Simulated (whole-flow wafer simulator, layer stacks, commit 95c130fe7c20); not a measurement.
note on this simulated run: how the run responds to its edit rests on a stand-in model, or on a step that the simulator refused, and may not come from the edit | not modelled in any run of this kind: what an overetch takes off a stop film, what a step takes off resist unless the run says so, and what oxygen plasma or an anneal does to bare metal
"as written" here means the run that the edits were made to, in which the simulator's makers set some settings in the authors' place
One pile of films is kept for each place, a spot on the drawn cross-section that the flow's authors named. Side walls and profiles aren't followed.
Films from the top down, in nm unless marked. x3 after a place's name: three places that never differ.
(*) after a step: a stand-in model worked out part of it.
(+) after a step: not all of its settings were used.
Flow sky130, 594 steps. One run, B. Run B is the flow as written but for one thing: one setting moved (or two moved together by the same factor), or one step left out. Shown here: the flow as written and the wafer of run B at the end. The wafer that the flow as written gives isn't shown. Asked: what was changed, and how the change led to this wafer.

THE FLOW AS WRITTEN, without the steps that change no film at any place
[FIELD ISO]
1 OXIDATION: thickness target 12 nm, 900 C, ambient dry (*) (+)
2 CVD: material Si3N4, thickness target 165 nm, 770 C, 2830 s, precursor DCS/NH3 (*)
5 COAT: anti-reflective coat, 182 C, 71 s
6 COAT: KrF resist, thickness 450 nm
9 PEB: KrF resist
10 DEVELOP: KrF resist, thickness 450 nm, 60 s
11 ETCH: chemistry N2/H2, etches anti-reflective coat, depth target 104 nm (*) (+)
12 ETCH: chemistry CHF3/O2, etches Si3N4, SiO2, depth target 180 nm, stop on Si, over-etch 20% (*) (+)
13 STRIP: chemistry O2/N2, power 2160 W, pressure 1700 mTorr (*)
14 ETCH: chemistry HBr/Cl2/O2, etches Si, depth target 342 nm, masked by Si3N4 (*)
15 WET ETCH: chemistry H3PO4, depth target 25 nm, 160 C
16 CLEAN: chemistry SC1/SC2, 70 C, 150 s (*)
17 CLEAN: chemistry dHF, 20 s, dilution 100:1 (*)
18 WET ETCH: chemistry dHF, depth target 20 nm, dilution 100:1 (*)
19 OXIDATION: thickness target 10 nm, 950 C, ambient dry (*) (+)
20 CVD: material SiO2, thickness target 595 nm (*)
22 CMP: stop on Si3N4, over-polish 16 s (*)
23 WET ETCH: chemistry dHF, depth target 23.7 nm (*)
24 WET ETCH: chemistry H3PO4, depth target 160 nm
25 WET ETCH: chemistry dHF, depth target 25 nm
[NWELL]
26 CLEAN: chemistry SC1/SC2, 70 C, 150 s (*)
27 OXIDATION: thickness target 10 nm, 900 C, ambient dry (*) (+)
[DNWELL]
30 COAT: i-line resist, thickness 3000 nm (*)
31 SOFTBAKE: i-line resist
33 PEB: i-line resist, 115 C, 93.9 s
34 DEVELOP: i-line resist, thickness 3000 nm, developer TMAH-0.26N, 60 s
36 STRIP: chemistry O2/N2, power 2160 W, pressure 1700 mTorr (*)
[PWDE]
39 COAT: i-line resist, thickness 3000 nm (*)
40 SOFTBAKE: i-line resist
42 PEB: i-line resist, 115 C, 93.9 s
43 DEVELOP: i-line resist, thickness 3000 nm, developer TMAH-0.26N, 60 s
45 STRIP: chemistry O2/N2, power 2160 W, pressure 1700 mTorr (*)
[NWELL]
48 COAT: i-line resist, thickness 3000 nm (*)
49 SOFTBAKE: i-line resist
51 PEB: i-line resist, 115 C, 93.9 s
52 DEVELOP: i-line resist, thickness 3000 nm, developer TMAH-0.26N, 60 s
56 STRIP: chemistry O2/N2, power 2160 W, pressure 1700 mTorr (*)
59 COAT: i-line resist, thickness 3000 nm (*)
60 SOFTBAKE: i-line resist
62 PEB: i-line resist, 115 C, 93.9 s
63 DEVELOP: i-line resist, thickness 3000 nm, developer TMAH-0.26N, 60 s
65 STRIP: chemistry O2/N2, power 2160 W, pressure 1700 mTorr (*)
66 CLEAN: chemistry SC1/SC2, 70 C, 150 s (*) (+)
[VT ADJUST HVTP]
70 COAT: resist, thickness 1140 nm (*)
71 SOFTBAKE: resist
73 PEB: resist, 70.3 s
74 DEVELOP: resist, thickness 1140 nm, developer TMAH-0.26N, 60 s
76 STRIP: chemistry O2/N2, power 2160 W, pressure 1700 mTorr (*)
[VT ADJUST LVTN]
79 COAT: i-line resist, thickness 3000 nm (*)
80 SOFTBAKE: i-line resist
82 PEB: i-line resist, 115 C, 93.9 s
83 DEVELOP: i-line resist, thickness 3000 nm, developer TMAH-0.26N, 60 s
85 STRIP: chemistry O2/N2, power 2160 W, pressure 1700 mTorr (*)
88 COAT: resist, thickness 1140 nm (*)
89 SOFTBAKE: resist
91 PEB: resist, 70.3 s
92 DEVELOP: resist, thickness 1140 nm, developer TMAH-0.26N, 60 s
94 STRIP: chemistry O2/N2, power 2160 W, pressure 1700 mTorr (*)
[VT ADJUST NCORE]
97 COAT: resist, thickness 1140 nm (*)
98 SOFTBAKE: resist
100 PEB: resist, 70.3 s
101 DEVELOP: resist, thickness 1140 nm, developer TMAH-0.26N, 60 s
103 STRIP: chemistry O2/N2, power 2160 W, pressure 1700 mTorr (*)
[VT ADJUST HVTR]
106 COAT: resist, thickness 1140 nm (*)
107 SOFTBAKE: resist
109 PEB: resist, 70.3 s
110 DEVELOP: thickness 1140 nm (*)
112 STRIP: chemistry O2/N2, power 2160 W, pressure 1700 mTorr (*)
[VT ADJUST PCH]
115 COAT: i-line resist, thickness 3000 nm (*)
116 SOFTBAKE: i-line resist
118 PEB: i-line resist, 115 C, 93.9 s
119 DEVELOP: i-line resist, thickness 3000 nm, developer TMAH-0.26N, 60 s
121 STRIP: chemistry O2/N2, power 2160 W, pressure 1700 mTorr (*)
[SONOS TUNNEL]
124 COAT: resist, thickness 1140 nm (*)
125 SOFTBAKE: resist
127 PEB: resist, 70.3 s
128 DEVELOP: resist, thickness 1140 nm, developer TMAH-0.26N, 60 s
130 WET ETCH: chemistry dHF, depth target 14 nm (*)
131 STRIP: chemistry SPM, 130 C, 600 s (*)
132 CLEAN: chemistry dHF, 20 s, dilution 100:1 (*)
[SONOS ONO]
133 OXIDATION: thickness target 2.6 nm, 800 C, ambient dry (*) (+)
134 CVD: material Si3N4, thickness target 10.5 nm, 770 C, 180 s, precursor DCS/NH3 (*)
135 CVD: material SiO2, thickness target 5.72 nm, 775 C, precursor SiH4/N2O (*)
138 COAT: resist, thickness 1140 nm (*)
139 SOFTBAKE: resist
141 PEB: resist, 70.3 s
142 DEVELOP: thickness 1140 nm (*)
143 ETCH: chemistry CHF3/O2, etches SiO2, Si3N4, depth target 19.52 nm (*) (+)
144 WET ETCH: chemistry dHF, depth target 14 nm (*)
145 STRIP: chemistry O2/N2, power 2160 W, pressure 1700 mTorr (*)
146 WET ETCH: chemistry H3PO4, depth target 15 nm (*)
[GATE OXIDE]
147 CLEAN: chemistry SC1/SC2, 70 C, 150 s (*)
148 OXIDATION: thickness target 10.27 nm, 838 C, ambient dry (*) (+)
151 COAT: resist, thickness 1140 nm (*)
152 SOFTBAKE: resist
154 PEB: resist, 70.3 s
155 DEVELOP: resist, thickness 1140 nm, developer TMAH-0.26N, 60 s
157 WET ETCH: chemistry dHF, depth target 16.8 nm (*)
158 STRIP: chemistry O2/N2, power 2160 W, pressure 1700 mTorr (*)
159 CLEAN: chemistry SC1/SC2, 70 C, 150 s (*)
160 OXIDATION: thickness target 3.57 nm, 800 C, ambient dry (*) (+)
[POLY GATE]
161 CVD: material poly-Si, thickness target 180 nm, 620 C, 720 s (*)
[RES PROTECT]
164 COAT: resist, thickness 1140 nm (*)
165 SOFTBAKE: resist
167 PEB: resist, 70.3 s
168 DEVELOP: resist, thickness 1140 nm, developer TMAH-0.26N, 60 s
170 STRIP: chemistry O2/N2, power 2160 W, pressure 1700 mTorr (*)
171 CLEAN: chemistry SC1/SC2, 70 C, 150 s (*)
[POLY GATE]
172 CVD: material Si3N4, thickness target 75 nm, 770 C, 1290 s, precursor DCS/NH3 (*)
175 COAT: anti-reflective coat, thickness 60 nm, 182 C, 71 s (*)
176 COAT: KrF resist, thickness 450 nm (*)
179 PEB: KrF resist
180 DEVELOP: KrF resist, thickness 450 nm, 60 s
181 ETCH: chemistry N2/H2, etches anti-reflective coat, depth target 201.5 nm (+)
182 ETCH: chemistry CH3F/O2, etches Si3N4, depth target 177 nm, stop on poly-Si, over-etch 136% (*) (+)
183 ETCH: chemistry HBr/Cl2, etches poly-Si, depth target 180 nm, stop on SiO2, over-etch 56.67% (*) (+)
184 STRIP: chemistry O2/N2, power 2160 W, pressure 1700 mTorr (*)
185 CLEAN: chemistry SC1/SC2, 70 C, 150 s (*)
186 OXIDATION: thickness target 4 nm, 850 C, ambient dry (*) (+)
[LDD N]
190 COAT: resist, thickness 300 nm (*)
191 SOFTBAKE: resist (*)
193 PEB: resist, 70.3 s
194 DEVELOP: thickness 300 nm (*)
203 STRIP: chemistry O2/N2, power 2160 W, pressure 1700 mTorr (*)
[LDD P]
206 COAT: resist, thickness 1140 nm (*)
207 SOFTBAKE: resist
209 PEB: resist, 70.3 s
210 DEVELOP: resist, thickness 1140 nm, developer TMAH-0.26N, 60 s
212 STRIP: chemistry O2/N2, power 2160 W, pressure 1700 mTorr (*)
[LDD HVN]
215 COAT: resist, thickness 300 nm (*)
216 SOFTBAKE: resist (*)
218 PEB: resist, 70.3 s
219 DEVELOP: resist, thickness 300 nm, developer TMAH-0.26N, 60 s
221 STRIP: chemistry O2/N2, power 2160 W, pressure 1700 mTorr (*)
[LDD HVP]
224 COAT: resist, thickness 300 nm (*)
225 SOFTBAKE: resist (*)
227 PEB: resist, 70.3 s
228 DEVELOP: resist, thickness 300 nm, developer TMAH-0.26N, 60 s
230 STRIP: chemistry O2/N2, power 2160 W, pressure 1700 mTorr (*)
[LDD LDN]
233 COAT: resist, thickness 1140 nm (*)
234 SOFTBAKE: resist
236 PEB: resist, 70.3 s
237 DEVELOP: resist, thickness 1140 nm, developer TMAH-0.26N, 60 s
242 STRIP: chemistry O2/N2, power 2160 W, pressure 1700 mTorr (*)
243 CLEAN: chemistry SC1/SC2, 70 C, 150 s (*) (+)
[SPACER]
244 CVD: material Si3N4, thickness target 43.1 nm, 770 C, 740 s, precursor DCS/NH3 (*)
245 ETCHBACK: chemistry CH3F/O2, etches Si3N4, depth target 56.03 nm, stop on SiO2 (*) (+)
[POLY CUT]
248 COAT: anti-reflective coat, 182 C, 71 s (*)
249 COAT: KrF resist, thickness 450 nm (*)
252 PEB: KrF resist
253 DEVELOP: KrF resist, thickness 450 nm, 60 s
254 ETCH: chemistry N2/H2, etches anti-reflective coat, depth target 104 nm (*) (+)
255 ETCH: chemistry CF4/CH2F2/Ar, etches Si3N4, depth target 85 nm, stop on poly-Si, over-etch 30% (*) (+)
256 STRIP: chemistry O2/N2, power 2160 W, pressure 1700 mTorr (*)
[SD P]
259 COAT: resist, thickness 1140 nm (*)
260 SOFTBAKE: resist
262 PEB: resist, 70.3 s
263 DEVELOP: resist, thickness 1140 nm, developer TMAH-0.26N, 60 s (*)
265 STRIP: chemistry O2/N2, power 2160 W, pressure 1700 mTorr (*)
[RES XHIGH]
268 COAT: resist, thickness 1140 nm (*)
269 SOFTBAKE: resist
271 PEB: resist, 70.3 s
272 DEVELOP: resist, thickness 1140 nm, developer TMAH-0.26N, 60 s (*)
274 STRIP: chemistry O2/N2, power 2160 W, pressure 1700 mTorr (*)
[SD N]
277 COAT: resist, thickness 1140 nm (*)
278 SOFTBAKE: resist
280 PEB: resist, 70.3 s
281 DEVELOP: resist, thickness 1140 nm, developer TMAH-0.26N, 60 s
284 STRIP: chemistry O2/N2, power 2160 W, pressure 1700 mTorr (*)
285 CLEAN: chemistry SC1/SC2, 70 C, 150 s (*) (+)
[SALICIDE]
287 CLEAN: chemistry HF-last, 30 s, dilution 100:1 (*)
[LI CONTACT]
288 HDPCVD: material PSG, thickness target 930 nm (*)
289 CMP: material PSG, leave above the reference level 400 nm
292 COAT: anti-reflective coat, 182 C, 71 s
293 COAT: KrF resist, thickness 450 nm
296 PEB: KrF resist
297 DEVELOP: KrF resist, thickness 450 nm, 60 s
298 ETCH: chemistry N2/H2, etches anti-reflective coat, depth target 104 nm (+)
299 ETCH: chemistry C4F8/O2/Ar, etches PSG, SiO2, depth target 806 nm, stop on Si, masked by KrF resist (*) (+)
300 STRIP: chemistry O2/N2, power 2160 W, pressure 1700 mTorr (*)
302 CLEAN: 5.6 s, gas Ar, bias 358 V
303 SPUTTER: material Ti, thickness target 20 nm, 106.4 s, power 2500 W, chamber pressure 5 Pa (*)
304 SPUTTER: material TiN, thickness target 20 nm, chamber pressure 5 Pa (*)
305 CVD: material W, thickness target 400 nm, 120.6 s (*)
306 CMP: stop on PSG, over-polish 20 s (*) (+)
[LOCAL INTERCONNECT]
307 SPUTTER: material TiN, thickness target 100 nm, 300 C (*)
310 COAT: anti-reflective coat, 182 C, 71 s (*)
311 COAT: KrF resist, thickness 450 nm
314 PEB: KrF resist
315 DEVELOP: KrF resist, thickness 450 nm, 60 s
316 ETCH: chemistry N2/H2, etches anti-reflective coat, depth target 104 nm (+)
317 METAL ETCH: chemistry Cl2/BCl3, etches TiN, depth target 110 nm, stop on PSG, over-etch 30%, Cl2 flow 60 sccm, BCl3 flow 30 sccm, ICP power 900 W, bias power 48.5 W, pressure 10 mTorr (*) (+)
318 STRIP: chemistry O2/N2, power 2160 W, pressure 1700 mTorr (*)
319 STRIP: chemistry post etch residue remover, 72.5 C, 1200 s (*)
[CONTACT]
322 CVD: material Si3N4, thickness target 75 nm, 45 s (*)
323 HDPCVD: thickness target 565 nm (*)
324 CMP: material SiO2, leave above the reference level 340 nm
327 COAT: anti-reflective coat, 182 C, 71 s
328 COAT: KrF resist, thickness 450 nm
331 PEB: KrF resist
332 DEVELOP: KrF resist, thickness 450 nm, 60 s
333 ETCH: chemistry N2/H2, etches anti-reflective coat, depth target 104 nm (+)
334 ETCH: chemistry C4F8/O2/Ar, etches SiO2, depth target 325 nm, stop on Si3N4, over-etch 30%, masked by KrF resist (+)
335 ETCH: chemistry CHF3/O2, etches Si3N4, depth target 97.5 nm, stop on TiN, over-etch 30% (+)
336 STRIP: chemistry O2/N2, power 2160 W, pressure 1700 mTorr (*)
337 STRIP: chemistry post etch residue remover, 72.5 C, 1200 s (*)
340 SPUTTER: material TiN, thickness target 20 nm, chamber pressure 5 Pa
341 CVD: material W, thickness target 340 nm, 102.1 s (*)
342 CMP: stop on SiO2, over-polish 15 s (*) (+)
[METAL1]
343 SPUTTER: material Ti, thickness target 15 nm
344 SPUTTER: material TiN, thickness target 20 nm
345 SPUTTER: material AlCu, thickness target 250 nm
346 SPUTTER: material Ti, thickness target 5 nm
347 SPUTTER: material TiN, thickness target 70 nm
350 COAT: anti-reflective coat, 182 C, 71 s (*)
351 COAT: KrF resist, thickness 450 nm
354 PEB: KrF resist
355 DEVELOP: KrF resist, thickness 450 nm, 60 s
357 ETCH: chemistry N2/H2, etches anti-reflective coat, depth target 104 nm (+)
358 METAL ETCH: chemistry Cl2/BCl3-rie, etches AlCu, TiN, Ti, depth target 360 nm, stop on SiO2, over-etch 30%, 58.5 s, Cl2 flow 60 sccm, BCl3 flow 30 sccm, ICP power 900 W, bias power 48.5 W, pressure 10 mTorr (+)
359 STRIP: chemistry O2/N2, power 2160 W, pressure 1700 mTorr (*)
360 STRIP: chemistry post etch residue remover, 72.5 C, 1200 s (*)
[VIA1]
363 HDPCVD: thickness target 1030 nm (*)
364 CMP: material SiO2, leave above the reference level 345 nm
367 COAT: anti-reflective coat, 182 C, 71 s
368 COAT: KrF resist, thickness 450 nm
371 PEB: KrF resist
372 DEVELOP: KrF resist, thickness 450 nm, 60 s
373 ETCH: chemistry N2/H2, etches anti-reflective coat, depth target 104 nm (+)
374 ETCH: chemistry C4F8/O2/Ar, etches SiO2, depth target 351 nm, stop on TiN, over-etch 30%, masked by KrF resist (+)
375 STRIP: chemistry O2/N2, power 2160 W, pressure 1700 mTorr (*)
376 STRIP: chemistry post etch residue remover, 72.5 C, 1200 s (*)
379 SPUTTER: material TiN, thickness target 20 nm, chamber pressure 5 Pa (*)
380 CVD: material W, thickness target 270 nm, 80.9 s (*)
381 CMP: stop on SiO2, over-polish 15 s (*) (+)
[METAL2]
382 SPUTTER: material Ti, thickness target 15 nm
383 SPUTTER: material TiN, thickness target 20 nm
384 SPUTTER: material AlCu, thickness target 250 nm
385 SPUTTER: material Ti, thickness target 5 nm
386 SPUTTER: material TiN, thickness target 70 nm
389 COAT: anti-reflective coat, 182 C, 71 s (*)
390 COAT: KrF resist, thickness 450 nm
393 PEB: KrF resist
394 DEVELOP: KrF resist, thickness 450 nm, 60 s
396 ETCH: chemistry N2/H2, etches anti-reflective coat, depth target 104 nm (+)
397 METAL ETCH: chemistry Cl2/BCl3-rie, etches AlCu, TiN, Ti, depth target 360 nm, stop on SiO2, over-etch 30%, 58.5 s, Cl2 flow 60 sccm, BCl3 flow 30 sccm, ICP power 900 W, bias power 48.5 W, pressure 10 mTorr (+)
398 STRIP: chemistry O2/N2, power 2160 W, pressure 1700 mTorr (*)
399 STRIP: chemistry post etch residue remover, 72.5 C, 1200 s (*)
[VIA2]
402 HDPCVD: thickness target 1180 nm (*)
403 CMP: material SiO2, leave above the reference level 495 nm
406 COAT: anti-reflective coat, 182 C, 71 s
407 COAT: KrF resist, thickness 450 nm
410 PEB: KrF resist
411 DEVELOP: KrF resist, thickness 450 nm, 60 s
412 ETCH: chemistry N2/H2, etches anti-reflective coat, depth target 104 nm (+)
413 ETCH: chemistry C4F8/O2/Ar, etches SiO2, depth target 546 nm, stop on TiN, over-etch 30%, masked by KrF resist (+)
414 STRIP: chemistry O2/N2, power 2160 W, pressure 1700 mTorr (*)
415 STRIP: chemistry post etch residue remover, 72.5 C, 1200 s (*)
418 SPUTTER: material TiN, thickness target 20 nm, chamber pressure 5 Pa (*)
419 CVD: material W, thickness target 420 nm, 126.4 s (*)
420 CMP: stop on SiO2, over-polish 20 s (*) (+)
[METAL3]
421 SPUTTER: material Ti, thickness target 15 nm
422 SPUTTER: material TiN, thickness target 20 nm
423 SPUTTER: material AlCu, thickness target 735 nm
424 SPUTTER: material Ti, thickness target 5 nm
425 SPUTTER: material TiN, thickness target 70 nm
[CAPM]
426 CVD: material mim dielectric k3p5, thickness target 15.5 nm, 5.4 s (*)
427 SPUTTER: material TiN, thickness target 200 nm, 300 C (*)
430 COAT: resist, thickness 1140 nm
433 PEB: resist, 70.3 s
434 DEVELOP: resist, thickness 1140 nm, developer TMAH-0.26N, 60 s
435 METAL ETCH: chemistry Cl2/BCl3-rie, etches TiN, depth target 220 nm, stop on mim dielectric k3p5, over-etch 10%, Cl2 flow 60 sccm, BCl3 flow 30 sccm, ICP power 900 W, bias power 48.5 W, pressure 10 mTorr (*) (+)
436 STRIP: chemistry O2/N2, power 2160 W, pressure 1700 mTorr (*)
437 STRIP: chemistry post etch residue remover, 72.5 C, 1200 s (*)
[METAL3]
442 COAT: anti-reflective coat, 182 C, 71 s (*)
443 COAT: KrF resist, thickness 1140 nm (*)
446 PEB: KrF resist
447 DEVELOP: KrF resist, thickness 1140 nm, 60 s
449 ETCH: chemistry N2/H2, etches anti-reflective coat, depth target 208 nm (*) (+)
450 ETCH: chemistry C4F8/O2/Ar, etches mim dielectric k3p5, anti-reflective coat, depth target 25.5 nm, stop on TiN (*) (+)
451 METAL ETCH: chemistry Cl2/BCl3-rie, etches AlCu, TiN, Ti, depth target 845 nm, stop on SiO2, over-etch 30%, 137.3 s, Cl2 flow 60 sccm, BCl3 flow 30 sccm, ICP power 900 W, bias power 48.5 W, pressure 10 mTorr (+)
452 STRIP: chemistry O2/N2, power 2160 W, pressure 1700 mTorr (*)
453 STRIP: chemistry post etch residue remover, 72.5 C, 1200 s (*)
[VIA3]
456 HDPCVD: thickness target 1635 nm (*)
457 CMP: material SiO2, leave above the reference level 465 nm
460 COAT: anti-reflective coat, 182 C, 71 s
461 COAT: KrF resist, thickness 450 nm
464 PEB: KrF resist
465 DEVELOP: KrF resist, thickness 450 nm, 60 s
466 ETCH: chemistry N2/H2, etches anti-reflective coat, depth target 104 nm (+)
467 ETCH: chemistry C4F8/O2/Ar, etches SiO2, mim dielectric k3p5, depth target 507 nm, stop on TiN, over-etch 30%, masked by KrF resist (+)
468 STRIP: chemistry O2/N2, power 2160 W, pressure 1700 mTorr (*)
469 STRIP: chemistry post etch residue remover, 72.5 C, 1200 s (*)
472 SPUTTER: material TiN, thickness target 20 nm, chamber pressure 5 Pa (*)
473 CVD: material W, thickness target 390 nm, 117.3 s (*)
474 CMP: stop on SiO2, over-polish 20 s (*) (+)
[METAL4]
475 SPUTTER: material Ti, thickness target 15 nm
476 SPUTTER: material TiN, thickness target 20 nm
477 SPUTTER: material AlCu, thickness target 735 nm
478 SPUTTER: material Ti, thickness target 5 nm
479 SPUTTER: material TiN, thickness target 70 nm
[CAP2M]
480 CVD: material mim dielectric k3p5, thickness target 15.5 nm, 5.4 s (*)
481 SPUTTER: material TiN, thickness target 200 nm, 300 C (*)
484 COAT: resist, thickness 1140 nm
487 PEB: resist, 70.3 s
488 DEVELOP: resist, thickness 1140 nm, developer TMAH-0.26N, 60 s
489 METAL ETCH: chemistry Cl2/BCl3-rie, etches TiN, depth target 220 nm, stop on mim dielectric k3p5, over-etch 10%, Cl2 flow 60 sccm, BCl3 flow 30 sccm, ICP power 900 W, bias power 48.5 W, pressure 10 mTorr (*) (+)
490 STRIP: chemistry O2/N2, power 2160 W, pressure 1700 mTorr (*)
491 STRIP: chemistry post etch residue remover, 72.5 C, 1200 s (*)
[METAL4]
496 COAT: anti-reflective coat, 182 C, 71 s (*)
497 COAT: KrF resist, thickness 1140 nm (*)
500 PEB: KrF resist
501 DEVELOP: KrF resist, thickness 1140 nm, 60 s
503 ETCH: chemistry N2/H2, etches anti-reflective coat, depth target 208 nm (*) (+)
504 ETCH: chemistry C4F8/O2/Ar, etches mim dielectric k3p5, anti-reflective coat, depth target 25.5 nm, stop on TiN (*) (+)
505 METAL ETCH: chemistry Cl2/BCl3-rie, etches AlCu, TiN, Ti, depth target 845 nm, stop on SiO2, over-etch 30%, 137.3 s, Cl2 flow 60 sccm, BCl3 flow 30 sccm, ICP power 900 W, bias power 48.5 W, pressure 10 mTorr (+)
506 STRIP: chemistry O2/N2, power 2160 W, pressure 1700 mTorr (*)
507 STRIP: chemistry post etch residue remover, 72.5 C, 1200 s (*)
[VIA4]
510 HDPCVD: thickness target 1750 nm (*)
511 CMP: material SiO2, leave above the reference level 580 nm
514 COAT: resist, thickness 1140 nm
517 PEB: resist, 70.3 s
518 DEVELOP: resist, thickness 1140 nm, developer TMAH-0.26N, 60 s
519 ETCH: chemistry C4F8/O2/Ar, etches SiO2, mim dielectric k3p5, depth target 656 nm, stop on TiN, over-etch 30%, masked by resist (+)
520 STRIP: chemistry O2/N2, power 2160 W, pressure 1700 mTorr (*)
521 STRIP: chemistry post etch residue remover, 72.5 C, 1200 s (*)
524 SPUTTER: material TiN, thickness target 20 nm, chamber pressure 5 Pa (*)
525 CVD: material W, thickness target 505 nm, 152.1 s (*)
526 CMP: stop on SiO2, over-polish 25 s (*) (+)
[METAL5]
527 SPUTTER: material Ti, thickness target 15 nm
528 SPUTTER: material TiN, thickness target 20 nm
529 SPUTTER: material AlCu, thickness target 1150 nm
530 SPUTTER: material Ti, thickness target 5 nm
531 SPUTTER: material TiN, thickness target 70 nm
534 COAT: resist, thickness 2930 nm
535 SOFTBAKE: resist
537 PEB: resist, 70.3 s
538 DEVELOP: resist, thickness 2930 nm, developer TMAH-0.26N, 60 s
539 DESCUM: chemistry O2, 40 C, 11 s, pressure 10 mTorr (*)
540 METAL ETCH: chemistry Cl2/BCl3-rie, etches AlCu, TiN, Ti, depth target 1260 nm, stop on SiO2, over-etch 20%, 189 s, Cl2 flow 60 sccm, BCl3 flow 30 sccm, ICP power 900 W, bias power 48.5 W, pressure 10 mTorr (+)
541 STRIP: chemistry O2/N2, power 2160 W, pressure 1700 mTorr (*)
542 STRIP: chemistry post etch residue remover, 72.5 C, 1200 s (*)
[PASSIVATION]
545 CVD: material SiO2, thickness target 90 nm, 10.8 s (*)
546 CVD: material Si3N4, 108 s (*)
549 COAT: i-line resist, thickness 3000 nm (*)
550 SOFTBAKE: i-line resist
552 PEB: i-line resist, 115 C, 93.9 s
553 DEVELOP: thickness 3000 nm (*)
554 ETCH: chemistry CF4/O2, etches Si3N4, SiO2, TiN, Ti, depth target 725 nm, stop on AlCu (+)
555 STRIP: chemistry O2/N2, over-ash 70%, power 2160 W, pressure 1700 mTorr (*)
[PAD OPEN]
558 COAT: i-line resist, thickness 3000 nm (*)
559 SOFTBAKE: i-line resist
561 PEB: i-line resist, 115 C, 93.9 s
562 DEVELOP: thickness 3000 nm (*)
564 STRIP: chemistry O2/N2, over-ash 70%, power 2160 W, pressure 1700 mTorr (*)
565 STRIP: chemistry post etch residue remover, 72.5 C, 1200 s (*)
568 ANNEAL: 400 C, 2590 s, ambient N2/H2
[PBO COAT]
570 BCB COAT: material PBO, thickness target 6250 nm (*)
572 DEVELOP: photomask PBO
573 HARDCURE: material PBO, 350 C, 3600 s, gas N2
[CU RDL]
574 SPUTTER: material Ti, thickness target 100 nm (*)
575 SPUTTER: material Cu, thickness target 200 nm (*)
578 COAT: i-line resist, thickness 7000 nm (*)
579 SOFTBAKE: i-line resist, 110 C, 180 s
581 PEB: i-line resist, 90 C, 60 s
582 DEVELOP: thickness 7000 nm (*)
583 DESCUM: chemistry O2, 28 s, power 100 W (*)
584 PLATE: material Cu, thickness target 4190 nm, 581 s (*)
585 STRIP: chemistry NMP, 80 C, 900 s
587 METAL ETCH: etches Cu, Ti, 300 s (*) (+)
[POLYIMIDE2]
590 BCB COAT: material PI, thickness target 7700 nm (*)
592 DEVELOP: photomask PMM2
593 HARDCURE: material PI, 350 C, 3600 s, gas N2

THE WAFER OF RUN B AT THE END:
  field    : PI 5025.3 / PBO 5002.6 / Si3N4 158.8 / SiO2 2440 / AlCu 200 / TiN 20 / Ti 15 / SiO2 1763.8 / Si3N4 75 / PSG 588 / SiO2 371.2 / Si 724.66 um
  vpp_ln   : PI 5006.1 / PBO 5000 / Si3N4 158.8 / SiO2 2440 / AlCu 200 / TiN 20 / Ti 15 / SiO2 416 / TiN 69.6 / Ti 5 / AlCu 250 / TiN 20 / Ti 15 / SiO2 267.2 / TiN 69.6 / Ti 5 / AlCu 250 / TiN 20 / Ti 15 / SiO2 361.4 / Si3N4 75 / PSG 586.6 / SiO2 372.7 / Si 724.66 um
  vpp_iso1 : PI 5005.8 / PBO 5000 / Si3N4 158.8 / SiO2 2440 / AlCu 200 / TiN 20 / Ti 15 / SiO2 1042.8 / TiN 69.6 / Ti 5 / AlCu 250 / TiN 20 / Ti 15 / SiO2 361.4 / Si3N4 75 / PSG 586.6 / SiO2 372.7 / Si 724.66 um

The cause: step 451, METAL ETCH: depth target 464.8 nm was run, where the flow has depth target 845 nm; step 451, METAL ETCH: 75.5 s was run, where the flow has 137.3 s.

How the change led to this, step by step:
  451 METAL ETCH: chemistry Cl2/BCl3-rie, etches AlCu, TiN, Ti, depth target 845 nm, stop on SiO2, over-etch 30%, 137.3 s, Cl2 flow 60 sccm, BCl3 flow 30 sccm, ICP power 900 W, bias power 48.5 W, pressure 10 mTorr (+)
      field, gate, spacer and 68 more: TiN -70 (all of it), Ti -5 (all of it), AlCu -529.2 (as written it would be: TiN -70 (all of it), Ti -5 (all of it), AlCu -735 (all of it), TiN -20 (all of it), Ti -15 (all of it), SiO2 -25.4)
      active, vpp_ln, vpp_iso2 and 11 more: TiN -70 (all of it), Ti -5 (all of it), AlCu -529.2 (as written it would be: TiN -70 (all of it), Ti -5 (all of it), AlCu -735 (all of it), TiN -20 (all of it), Ti -15 (all of it), SiO2 -25.3)
      (and at 107 more places)
  452 STRIP: chemistry O2/N2, power 2160 W, pressure 1700 mTorr (*)
      dice_street, dext_nw_sti, dext_ntap_nw and 45 more: KrF resist -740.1 (all of it), anti-reflective coat -80 (all of it) (as written it would be: KrF resist -492.9 (all of it), anti-reflective coat -80 (all of it))
      n_well, p_well, gate_hv and 34 more: KrF resist -740 (all of it), anti-reflective coat -80 (all of it) (as written it would be: KrF resist -492.9 (all of it), anti-reflective coat -80 (all of it))
      (and at 22 more places)
  453 STRIP: chemistry post etch residue remover, 72.5 C, 1200 s (*)
      field, active, gate and 82 more: AlCu -5.72 (as written it would be: nothing)
  456 HDPCVD: thickness target 1635 nm (*)
      field, active, gate and 82 more: SiO2 +1635 (new film) (as written it would be: SiO2 +1635)
  457 CMP: material SiO2, leave above the reference level 465 nm
      field, active, gate and 82 more: SiO2 -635 (as written it would be: SiO2 -374.7)
Counting metal films that touch as one body, field has 1 body; the flow as written gives 0 bodies.
Counting metal films that touch as one body, vpp_ln has 3 bodies (between them, from the top down: SiO2 416; SiO2 267.2); the flow as written gives 2 bodies (between them, from the top down: SiO2 267.2).
Counting metal films that touch as one body, vpp_iso1 has 2 bodies (between them, from the top down: SiO2 1042.8); the flow as written gives 1 body.
